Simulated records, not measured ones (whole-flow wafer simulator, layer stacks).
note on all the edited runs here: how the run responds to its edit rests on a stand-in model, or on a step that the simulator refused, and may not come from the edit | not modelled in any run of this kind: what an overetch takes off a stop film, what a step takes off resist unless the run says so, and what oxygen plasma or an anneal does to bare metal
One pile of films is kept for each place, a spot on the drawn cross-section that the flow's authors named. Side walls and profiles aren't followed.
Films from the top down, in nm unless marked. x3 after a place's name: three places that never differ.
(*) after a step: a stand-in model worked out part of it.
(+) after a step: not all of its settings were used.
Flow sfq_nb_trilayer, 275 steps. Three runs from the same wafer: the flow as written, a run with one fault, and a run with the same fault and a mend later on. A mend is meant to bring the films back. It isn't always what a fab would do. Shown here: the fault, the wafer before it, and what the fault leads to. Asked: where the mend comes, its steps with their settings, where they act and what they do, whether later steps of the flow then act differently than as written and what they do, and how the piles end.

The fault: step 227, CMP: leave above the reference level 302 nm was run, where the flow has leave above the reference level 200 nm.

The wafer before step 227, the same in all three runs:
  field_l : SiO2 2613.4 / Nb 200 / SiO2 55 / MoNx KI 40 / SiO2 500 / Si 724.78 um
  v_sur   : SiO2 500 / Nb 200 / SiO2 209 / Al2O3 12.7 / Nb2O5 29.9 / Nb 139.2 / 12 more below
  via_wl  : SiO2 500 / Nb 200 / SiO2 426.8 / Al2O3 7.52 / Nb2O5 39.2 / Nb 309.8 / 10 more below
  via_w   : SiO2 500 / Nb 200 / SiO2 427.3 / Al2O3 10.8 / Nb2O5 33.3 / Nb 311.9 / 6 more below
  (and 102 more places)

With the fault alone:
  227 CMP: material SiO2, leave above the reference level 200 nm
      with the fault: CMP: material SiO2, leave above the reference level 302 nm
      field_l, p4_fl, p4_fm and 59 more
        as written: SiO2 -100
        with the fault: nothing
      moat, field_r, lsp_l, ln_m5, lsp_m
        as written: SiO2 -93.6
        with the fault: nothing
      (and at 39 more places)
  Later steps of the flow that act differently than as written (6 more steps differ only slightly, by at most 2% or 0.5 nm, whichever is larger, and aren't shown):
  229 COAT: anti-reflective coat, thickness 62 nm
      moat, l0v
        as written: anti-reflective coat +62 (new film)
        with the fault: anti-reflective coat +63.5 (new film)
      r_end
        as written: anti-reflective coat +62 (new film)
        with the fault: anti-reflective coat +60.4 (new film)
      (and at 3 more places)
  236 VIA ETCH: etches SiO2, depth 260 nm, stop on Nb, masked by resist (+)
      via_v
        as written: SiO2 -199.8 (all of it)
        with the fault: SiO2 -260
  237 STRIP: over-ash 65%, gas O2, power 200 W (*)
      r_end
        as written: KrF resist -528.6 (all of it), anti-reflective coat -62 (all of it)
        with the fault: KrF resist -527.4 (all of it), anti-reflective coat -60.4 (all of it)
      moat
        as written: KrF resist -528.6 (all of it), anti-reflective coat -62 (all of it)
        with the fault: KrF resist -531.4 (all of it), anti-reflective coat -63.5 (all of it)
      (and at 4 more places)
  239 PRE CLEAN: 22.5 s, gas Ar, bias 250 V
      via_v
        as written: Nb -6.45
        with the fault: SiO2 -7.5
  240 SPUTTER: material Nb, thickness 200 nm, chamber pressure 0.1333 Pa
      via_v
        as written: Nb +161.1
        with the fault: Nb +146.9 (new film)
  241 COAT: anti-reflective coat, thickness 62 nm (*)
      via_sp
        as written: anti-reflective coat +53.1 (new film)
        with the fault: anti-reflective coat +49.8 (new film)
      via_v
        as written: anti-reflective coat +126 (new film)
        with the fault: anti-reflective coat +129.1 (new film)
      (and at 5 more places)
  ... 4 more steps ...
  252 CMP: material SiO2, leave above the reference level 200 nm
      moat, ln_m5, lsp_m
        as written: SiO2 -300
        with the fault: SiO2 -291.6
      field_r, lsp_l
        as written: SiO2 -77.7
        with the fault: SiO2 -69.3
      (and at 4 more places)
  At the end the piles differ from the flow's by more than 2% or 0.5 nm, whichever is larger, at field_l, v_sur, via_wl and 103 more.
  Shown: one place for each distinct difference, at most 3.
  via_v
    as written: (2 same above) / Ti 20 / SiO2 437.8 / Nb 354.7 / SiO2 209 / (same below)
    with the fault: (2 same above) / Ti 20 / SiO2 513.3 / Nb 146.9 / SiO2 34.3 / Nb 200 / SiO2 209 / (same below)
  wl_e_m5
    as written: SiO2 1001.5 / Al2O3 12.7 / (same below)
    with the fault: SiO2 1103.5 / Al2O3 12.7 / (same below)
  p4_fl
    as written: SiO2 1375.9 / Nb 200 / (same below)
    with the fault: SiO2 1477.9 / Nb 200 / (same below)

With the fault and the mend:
  The mend comes after step 234.
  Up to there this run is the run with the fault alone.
  234a STRIP: over-ash 65%, gas O2, power 200 W (*)
      p4_w1, p3_s1, p3_l2 and 10 more
        KrF resist -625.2 (all of it), anti-reflective coat -62 (all of it)
      p3_l1, wl_d_sl, wl_d_m1 and 7 more
        KrF resist -625.3 (all of it), anti-reflective coat -62 (all of it)
      p4_g1, p4_w2, p4_g2, p4_w3, p4_fr, m6r_line_l x2, m6r_space_l x2
        KrF resist -625.1 (all of it), anti-reflective coat -62 (all of it)
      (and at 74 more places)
  234b CMP: material SiO2, leave above the reference level 200 nm (the flow's step 227 once more)
      field_l, p4_fl, p4_fm and 59 more
        SiO2 -100
      v_sur, via_wl, via_w and 33 more
        SiO2 -102
      moat, field_r, lsp_l, ln_m5, lsp_m
        SiO2 -93.6
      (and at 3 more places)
  234c COAT: anti-reflective coat, thickness 62 nm (the flow's step 229 once more)
      field_l, v_sur, via_wl and 103 more
        anti-reflective coat +62 (new film)
  234d COAT: KrF resist, thickness 650 nm (the flow's step 230 once more)
      field_l, v_sur, via_wl and 103 more
        KrF resist +650 (new film)
  234e SOFTBAKE: KrF resist (the flow's step 231 once more)
      changes no film at any place that is followed
  234f EXPOSE: photomask I6, dose 11.91 mJ/cm2, NA 0.6, wavelength 248 nm (*) (the flow's step 232 once more)
      changes no film at any place that is followed
  234g PEB: KrF resist, 90 s (the flow's step 233 once more)
      field_l, v_sur, via_wl and 103 more
        KrF resist -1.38
  234h DEVELOP: KrF resist, thickness 650 nm, 60 s (the flow's step 234 once more)
      field_l, v_sur, via_wl and 102 more
        KrF resist -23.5
      via_v
        KrF resist -648.6 (all of it)
  No later step of the flow acts differently than as written at any place that is followed.
  At the end the piles are the same as the flow's at every place that both follow.
